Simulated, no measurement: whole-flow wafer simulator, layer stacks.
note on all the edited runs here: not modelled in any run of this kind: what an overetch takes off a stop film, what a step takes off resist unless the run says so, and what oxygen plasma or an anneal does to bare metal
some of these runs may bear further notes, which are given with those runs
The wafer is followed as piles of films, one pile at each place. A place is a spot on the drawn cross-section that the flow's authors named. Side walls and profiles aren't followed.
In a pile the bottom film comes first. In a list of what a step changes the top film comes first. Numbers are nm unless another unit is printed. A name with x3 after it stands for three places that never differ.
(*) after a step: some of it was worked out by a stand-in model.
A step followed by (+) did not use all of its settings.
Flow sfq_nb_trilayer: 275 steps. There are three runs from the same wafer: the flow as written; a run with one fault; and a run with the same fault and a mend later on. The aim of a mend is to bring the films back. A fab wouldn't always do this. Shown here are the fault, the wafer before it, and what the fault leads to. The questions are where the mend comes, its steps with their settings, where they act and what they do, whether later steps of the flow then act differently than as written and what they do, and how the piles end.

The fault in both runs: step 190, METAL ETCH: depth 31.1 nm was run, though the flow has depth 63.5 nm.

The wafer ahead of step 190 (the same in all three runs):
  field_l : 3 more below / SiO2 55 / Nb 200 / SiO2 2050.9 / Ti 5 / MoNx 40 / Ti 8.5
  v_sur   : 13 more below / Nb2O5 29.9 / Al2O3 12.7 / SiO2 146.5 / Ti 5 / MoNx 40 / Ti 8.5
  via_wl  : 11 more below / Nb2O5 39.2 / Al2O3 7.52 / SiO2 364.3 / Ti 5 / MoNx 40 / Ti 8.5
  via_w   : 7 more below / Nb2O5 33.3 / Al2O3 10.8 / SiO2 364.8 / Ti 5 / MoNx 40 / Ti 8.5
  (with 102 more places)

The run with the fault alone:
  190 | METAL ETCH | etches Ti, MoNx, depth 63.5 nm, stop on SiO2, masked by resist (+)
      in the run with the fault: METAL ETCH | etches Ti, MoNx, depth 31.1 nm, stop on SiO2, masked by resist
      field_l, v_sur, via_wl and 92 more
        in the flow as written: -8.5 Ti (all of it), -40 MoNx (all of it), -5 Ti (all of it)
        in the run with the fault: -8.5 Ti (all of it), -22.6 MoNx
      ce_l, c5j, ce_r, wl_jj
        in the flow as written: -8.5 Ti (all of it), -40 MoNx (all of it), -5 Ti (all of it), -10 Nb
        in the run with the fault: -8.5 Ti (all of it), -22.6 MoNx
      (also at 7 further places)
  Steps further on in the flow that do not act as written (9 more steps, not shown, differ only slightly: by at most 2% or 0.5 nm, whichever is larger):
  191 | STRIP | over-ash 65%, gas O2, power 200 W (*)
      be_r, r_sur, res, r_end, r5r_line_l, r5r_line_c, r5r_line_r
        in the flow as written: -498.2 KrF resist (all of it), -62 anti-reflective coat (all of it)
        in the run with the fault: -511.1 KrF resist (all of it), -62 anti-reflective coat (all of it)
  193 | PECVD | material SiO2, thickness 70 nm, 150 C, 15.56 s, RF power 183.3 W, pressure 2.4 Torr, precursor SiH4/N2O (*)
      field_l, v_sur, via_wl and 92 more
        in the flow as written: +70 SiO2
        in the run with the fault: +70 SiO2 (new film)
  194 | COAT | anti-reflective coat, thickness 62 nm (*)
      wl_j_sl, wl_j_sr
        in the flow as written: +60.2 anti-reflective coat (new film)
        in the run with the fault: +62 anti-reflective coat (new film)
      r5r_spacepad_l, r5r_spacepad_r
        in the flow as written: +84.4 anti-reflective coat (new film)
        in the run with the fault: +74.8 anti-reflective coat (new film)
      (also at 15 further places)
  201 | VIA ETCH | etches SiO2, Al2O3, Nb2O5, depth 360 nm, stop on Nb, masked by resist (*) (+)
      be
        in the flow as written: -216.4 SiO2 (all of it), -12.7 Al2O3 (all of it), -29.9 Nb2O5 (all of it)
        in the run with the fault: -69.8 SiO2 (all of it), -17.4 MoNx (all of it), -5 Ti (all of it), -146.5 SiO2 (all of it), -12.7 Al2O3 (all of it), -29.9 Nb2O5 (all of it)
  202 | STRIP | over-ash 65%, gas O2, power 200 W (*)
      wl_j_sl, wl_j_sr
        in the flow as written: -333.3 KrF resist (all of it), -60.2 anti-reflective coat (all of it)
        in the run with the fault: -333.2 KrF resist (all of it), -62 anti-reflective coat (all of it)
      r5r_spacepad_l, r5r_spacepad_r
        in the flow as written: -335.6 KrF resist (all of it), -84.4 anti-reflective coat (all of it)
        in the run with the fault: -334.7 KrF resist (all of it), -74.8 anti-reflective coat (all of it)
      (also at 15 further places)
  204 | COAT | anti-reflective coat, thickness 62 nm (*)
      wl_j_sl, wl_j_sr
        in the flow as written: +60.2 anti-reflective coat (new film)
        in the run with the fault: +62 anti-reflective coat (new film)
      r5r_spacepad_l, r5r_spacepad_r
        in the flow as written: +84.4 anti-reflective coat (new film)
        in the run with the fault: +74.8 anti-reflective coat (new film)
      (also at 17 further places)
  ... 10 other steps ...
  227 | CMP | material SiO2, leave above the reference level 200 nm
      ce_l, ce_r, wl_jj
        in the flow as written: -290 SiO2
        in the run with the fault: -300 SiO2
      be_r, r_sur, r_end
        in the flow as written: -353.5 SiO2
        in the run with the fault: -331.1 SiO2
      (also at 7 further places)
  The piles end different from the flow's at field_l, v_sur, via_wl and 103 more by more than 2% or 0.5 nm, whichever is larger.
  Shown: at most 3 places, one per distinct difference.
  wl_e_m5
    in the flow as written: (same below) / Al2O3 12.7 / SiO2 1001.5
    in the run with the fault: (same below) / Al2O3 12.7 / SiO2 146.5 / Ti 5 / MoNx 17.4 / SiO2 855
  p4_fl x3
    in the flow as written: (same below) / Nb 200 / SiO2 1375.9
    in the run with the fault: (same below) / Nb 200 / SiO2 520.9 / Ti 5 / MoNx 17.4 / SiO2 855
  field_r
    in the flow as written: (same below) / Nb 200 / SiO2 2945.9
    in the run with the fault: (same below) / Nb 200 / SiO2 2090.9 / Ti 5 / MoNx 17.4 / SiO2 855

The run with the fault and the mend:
  The mend stands after step 190.
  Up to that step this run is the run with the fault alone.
  190a | METAL ETCH | etches Ti, MoNx, depth 32.4 nm, stop on SiO2, masked by resist (+) (the flow's step 190 again, with other settings)
      field_l, v_sur, via_wl and 92 more
        -17.4 MoNx (all of it), -5 Ti (all of it)
      be_r, r_sur, res, r_end, r5r_line_l, r5r_line_c, r5r_line_r
        -13 KrF resist
      ce_l, c5j, ce_r, wl_jj
        -17.4 MoNx (all of it), -5 Ti (all of it), -10 Nb
  Every later step of the flow that is run acts as written at every place that is followed.
  The piles end the same as the flow's at every place that both follow.
